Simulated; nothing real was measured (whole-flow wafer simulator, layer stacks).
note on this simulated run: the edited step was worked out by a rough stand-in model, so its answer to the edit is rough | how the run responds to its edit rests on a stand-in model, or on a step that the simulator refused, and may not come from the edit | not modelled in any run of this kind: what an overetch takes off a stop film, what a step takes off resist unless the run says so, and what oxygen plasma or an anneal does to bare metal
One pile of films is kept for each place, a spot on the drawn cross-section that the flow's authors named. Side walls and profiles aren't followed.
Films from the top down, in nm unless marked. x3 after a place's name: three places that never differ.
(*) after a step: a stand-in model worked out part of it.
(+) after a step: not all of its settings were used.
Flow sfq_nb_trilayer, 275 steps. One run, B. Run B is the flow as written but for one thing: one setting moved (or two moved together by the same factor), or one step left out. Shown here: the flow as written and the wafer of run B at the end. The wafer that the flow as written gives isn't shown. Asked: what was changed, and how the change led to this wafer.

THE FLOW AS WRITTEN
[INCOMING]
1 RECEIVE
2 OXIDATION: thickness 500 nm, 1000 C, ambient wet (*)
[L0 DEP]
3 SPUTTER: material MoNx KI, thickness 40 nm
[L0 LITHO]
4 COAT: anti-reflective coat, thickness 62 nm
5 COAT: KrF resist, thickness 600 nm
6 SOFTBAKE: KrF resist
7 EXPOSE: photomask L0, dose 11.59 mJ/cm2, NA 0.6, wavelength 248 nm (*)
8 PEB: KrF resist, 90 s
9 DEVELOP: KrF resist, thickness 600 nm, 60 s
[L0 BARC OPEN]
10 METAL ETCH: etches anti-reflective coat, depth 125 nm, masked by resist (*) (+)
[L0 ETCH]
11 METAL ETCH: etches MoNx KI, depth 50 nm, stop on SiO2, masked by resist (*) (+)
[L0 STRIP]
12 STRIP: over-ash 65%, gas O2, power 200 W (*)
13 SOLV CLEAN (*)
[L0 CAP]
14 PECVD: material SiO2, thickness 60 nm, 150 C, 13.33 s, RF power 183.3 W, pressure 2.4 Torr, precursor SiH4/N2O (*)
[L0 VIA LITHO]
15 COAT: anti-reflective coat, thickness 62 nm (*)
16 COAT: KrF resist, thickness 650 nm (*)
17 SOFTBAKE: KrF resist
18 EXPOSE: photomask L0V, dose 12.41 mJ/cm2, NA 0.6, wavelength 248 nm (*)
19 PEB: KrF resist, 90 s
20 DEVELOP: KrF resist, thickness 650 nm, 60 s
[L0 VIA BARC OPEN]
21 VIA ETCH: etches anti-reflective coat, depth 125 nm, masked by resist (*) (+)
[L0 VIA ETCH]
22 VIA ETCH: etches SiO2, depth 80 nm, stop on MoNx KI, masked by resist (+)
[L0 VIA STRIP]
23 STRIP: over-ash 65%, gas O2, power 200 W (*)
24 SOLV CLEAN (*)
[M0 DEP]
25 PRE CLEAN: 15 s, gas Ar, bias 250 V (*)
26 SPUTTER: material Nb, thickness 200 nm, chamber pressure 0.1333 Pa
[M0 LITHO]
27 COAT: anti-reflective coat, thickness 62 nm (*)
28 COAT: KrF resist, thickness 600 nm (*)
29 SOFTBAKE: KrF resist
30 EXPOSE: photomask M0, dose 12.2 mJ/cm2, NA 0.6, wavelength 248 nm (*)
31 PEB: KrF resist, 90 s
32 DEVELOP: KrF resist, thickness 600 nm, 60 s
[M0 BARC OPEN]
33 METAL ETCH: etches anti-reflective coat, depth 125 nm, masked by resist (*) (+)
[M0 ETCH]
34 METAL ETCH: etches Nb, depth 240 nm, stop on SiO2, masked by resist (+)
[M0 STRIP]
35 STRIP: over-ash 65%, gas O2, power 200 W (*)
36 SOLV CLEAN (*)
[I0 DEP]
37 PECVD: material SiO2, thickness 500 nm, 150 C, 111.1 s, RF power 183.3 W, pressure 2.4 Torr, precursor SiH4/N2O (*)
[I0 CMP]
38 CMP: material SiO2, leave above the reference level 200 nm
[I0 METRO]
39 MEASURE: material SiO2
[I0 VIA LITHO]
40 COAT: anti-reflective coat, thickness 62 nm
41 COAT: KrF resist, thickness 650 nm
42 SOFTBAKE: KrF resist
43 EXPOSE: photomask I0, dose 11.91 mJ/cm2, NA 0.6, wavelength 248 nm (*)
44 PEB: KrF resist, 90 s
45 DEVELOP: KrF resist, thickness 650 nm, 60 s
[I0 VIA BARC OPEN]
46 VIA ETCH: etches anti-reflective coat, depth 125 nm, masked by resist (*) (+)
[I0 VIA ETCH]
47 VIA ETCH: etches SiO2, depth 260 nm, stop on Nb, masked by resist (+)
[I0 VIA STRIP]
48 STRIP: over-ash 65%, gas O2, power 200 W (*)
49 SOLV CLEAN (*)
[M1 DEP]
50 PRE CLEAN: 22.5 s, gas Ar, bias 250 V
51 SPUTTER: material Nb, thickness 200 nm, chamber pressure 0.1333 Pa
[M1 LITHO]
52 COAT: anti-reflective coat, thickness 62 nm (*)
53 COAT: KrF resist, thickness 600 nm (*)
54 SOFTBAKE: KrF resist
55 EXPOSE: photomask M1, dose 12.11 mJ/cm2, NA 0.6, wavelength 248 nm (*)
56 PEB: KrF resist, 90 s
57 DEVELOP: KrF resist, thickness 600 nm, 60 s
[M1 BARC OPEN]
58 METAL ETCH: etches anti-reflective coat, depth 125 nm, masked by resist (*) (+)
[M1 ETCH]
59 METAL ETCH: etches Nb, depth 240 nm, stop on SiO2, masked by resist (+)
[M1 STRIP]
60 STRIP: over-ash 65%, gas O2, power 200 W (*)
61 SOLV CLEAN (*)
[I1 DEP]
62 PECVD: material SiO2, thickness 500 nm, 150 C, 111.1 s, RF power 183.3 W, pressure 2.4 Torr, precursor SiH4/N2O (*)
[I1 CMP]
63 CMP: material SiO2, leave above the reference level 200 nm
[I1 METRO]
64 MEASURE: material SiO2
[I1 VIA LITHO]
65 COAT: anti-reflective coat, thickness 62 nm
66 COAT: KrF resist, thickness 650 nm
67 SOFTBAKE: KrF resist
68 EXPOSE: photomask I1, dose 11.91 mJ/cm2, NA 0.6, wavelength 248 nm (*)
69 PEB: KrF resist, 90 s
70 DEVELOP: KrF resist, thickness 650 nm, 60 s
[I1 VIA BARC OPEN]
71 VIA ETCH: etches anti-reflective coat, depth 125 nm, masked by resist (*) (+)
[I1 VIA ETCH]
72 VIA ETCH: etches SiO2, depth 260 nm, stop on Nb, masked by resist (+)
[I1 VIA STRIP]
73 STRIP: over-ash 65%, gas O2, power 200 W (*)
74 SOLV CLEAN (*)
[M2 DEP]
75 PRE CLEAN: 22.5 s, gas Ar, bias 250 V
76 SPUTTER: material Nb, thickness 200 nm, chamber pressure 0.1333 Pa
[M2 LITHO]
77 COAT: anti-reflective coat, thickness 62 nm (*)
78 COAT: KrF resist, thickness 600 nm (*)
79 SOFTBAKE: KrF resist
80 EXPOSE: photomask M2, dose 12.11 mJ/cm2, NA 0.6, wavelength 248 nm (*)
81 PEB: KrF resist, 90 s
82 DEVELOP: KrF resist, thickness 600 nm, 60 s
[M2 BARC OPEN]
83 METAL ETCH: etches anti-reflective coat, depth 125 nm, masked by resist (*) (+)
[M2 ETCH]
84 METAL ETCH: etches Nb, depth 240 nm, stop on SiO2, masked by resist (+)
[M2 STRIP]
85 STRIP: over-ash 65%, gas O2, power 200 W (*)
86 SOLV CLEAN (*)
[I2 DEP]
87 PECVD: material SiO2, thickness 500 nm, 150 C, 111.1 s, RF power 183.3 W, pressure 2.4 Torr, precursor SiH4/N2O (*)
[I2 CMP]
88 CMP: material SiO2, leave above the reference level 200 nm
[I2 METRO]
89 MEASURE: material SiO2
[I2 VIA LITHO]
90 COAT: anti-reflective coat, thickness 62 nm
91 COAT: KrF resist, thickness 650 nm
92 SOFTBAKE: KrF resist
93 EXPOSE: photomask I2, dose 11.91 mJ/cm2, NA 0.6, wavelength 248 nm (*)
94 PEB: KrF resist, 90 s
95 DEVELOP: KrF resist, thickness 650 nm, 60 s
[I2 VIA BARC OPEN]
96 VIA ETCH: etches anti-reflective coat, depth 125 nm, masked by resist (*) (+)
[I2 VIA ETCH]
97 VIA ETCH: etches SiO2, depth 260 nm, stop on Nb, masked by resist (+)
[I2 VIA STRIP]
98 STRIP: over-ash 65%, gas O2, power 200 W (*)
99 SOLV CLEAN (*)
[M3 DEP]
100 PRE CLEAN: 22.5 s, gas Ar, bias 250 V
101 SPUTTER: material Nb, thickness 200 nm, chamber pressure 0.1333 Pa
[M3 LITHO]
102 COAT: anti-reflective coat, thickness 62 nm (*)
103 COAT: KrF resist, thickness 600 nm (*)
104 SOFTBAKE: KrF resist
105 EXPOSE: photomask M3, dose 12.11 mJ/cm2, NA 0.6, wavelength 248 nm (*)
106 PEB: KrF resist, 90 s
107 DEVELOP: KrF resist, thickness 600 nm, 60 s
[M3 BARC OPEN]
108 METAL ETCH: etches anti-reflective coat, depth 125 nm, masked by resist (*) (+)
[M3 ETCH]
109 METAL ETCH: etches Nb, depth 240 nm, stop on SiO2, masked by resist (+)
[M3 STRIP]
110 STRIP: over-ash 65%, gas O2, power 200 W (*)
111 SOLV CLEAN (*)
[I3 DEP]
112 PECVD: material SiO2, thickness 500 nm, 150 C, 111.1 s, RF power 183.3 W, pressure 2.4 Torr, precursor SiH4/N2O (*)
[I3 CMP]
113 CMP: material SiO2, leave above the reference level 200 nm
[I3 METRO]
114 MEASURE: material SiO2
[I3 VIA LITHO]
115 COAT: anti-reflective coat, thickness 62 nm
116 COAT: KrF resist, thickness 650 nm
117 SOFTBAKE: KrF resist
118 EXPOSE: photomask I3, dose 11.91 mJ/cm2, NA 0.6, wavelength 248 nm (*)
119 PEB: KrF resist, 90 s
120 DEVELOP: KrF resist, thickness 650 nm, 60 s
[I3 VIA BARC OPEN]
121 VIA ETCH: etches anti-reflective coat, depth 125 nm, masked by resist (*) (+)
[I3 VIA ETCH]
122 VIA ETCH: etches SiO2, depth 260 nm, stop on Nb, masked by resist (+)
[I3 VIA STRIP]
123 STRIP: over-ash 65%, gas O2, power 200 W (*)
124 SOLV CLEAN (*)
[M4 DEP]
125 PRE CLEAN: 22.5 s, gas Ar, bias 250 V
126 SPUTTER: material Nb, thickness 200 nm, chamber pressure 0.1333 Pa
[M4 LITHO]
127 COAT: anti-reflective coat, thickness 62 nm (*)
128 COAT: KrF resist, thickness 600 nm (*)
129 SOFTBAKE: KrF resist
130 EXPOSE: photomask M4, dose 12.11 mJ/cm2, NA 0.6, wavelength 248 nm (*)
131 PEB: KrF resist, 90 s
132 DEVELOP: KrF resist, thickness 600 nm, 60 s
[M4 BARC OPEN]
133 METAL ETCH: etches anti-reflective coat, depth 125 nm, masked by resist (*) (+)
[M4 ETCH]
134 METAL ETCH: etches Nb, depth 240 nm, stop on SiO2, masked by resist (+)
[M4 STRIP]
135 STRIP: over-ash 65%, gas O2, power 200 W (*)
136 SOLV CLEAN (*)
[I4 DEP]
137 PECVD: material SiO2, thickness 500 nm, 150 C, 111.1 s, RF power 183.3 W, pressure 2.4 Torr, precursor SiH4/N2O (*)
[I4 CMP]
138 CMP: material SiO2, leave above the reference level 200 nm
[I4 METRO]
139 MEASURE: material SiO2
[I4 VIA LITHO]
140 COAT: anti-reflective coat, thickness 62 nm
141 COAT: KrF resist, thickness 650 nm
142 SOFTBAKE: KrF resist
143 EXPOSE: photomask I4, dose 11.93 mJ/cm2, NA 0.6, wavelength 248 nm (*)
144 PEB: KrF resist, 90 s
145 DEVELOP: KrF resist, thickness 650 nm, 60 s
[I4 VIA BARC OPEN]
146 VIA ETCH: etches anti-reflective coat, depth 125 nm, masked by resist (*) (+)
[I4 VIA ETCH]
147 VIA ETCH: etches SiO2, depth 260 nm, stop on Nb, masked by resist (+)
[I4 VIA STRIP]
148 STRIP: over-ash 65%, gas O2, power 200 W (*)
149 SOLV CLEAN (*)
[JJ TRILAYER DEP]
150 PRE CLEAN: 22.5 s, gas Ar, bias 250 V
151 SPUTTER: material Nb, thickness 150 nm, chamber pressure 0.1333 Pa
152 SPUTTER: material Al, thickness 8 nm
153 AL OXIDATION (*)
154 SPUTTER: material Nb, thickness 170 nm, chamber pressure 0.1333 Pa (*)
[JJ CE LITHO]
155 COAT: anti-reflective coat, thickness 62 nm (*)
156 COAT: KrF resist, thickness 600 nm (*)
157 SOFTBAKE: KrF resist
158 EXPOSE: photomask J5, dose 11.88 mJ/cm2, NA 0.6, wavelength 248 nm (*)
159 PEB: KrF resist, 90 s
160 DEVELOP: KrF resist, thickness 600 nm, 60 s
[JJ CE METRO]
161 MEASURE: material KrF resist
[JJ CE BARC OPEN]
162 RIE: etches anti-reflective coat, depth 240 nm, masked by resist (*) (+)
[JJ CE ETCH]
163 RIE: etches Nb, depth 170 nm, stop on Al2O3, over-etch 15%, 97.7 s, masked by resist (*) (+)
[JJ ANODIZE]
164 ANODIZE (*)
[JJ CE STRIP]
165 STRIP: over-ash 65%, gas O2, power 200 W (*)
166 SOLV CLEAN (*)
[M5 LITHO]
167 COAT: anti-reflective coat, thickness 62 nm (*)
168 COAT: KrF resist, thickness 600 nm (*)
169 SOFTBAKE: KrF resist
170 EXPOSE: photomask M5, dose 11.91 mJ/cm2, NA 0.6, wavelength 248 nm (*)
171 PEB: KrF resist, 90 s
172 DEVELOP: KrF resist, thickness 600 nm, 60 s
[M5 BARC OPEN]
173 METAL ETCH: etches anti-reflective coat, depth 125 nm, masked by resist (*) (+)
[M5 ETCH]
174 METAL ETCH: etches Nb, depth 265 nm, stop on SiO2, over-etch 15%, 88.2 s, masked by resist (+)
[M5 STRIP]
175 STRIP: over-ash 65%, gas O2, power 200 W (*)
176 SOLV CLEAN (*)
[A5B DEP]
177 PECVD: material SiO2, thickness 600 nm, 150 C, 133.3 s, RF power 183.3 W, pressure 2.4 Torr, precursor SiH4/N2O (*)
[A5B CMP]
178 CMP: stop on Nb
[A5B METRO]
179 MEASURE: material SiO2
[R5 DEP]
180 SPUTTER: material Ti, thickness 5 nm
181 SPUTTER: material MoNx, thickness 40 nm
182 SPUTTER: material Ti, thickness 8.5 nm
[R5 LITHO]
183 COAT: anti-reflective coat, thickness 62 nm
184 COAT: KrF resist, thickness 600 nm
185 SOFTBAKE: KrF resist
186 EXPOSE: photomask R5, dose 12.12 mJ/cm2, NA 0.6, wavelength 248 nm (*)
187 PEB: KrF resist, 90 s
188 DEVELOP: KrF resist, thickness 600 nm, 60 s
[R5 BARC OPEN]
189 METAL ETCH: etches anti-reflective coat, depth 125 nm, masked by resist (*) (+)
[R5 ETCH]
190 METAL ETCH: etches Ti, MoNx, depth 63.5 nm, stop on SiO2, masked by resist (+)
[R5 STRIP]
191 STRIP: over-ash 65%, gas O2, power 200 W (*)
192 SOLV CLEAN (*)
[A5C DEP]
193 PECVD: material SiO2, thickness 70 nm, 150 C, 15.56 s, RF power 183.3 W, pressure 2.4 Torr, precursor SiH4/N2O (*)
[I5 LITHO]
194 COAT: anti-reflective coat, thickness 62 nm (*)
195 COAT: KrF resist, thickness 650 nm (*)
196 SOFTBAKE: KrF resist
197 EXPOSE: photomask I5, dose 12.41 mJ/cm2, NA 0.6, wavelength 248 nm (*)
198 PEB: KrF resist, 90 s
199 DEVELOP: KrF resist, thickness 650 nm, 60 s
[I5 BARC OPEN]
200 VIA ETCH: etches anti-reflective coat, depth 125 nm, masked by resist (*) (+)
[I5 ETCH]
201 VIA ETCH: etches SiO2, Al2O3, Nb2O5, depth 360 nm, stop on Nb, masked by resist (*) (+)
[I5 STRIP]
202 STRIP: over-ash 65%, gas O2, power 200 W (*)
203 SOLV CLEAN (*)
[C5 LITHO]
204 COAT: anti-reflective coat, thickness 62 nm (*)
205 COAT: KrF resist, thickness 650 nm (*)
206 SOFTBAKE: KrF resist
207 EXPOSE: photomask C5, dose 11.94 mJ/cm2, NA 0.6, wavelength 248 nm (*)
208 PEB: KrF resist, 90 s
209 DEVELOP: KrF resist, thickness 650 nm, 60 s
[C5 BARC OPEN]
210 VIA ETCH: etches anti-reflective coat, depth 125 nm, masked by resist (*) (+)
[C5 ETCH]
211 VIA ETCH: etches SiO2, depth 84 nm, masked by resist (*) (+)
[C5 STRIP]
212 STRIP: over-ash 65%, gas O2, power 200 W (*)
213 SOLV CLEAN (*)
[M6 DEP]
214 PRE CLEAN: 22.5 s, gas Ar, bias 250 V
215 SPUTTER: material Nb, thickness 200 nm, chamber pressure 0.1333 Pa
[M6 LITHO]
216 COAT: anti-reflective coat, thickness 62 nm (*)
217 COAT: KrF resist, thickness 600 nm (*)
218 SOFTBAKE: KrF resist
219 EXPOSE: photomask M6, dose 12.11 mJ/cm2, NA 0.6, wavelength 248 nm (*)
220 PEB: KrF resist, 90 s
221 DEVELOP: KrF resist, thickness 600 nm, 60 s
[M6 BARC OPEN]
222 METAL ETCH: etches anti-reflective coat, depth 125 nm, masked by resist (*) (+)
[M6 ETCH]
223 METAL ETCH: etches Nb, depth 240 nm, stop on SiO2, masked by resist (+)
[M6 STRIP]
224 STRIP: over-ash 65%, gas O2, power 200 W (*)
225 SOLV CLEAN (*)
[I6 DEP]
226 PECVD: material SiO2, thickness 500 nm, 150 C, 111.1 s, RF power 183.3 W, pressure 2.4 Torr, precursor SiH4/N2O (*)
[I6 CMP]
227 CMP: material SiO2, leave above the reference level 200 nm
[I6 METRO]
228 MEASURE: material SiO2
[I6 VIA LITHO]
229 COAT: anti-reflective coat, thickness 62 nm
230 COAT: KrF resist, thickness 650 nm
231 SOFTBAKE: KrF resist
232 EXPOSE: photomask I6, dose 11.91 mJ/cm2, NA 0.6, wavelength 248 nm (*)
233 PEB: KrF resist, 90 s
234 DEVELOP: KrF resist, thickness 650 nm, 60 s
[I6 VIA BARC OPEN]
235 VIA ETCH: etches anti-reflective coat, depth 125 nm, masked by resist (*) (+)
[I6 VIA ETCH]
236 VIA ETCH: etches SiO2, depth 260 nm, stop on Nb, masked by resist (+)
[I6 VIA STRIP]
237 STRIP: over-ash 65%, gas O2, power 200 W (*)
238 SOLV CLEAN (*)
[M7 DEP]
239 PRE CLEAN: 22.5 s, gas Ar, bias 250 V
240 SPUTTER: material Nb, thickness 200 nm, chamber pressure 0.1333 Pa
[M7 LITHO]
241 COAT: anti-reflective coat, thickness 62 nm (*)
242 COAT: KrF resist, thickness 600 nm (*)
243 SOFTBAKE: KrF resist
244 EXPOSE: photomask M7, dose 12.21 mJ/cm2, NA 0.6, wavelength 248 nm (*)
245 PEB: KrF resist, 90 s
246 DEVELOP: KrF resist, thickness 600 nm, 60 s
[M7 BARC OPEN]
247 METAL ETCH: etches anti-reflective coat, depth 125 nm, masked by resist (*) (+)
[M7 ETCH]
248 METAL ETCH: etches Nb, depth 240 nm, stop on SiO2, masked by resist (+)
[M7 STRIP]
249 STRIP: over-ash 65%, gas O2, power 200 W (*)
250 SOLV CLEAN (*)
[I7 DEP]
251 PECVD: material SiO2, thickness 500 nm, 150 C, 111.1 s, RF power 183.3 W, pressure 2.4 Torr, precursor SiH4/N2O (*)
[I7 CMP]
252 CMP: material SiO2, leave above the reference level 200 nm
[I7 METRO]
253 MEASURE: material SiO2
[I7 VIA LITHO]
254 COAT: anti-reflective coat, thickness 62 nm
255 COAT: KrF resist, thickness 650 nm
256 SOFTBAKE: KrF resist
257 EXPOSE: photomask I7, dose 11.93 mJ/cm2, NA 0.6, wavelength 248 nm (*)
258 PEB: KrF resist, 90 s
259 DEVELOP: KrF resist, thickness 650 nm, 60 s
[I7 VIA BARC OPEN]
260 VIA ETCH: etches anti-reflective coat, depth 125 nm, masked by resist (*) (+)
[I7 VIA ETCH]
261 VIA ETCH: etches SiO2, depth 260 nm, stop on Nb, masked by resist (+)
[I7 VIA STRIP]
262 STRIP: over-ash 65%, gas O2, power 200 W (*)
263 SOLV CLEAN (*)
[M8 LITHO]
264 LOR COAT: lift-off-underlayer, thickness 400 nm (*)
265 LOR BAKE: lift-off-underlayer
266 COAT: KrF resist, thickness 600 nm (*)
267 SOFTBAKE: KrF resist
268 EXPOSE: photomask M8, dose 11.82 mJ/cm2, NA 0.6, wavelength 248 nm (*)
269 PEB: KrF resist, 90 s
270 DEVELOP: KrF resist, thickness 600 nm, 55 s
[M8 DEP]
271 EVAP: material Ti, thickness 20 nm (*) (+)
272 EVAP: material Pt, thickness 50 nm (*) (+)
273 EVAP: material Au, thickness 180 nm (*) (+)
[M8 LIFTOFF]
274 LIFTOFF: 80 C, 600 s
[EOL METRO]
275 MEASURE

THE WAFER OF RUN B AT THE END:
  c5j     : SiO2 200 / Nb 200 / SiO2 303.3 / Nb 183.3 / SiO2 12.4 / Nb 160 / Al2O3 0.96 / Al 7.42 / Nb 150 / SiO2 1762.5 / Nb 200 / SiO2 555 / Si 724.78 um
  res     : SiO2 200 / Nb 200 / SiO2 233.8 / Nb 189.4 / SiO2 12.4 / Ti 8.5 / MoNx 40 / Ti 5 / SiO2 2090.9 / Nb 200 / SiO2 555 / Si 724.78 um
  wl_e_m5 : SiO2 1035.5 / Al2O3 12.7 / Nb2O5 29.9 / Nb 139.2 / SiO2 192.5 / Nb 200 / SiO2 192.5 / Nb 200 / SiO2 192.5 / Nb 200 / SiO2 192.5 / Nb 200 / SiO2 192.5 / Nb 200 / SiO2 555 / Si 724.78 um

The cause: step 193, PECVD: thickness 104 nm was run, where the flow has thickness 70 nm; step 193, PECVD: 23.18 s was run, where the flow has 15.56 s.

How the change led to this, step by step:
  193 PECVD: material SiO2, thickness 70 nm, 150 C, 15.56 s, RF power 183.3 W, pressure 2.4 Torr, precursor SiH4/N2O (*)
      field_l, v_sur, via_wl and 92 more: SiO2 +104 (as written it would be: SiO2 +70)
      ce_l, c5j, ce_r and 8 more: SiO2 +104 (new film) (as written it would be: SiO2 +70 (new film))
  201 VIA ETCH: etches SiO2, Al2O3, Nb2O5, depth 360 nm, stop on Nb, masked by resist (*) (+)
      be: SiO2 -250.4 (all of it), Al2O3 -12.7 (all of it), Nb2O5 -29.9 (all of it) (as written it would be: SiO2 -216.4 (all of it), Al2O3 -12.7 (all of it), Nb2O5 -29.9 (all of it))
  204 COAT: anti-reflective coat, thickness 62 nm (*)
      be: anti-reflective coat +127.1 (new film) (as written it would be: anti-reflective coat +122.2 (new film))
      be_sur: anti-reflective coat +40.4 (new film) (as written it would be: anti-reflective coat +41.8 (new film))
  205 COAT: KrF resist, thickness 650 nm (*)
      be: KrF resist +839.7 (new film) (as written it would be: KrF resist +815.3 (new film))
  211 VIA ETCH: etches SiO2, depth 84 nm, masked by resist (*) (+)
      c5j: SiO2 -84 (as written it would be: SiO2 -69.9 (all of it), Nb -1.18)
      res: SiO2 -84 (as written it would be: SiO2 -69.9 (all of it))
  212 STRIP: over-ash 65%, gas O2, power 200 W (*)
      be: KrF resist -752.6 (all of it), anti-reflective coat -127.1 (all of it) (as written it would be: KrF resist -728.2 (all of it), anti-reflective coat -122.2 (all of it))
      be_sur: KrF resist -557.8 (all of it), anti-reflective coat -40.4 (all of it) (as written it would be: KrF resist -559.6 (all of it), anti-reflective coat -41.8 (all of it))
  214 PRE CLEAN: 22.5 s, gas Ar, bias 250 V
      c5j: SiO2 -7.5 (as written it would be: Nb -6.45)
      res: SiO2 -7.5 (as written it would be: Ti -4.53)
  215 SPUTTER: material Nb, thickness 200 nm, chamber pressure 0.1333 Pa
      c5j: Nb +183.3 (new film) (as written it would be: Nb +188.4)
      be: Nb +139.8 (as written it would be: Nb +147.3)
  216 COAT: anti-reflective coat, thickness 62 nm (*)
      wire: anti-reflective coat +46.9 (new film) (as written it would be: anti-reflective coat +48.3 (new film))
      be: anti-reflective coat +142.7 (new film) (as written it would be: anti-reflective coat +136.7 (new film))
      (and at 6 more places)
  217 COAT: KrF resist, thickness 600 nm (*)
      be: KrF resist +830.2 (new film) (as written it would be: KrF resist +793.9 (new film))
  224 STRIP: over-ash 65%, gas O2, power 200 W (*)
      wire: KrF resist -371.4 (all of it), anti-reflective coat -46.9 (all of it) (as written it would be: KrF resist -369.8 (all of it), anti-reflective coat -48.3 (all of it))
      be: KrF resist -612 (all of it), anti-reflective coat -142.7 (all of it) (as written it would be: KrF resist -575.8 (all of it), anti-reflective coat -136.7 (all of it))
      (and at 6 more places)
  226 PECVD: material SiO2, thickness 500 nm, 150 C, 111.1 s, RF power 183.3 W, pressure 2.4 Torr, precursor SiH4/N2O (*)
      be: SiO2 +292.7 (new film), void +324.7 (new film), SiO2 +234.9 (new film) (as written it would be: SiO2 +693.5 (new film))
      c5j: SiO2 +533.8 (new film) (as written it would be: SiO2 +514.7 (new film))
  227 CMP: material SiO2, leave above the reference level 200 nm
      be: SiO2 -292.7 (all of it), void -324.7 (all of it) (as written it would be: SiO2 -182.7)
      res: SiO2 -258.7 (as written it would be: SiO2 -279.4)
  229 COAT: anti-reflective coat, thickness 62 nm
      via_v, gap, jj_sur: anti-reflective coat +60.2 (new film) (as written it would be: anti-reflective coat +62 (new film))
      via_sp: anti-reflective coat +60.6 (new film) (as written it would be: anti-reflective coat +62 (new film))
      (and at 4 more places)
  230 COAT: KrF resist, thickness 650 nm
      be: KrF resist +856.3 (new film) (as written it would be: KrF resist +650 (new film))
      gap: KrF resist +636.2 (new film) (as written it would be: KrF resist +650 (new film))
  233 PEB: KrF resist, 90 s
      be: KrF resist -1.9 (as written it would be: KrF resist -1.38)
  ... 15 more steps ...
  274 LIFTOFF: 80 C, 600 s
      be: Au -180 (all of it), Pt -50 (all of it), Ti -20 (all of it), KrF resist -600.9 (all of it), lift-off-underlayer -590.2 (all of it) (as written it would be: Au -180 (all of it), Pt -50 (all of it), Ti -20 (all of it), KrF resist -572.1 (all of it), lift-off-underlayer -398.5 (all of it))
      be_sur: Au -180 (all of it), Pt -50 (all of it), Ti -20 (all of it), KrF resist -583 (all of it), lift-off-underlayer -375.6 (all of it) (as written it would be: Au -180 (all of it), Pt -50 (all of it), Ti -20 (all of it), KrF resist -572.6 (all of it), lift-off-underlayer -398.9 (all of it))
Counting metal films that touch as one body, c5j has 5 bodies (between them, from the top down: SiO2 303.3; SiO2 12.4; Al2O3 0.96; SiO2 1762.5); the flow as written gives 4 bodies (between them, from the top down: SiO2 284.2; Al2O3 0.96; SiO2 1762.5).
Counting metal films that touch as one body, res has 4 bodies (between them, from the top down: SiO2 233.8; SiO2 12.4; SiO2 2090.9); the flow as written gives 3 bodies (between them, from the top down: SiO2 213.1; SiO2 2090.9).
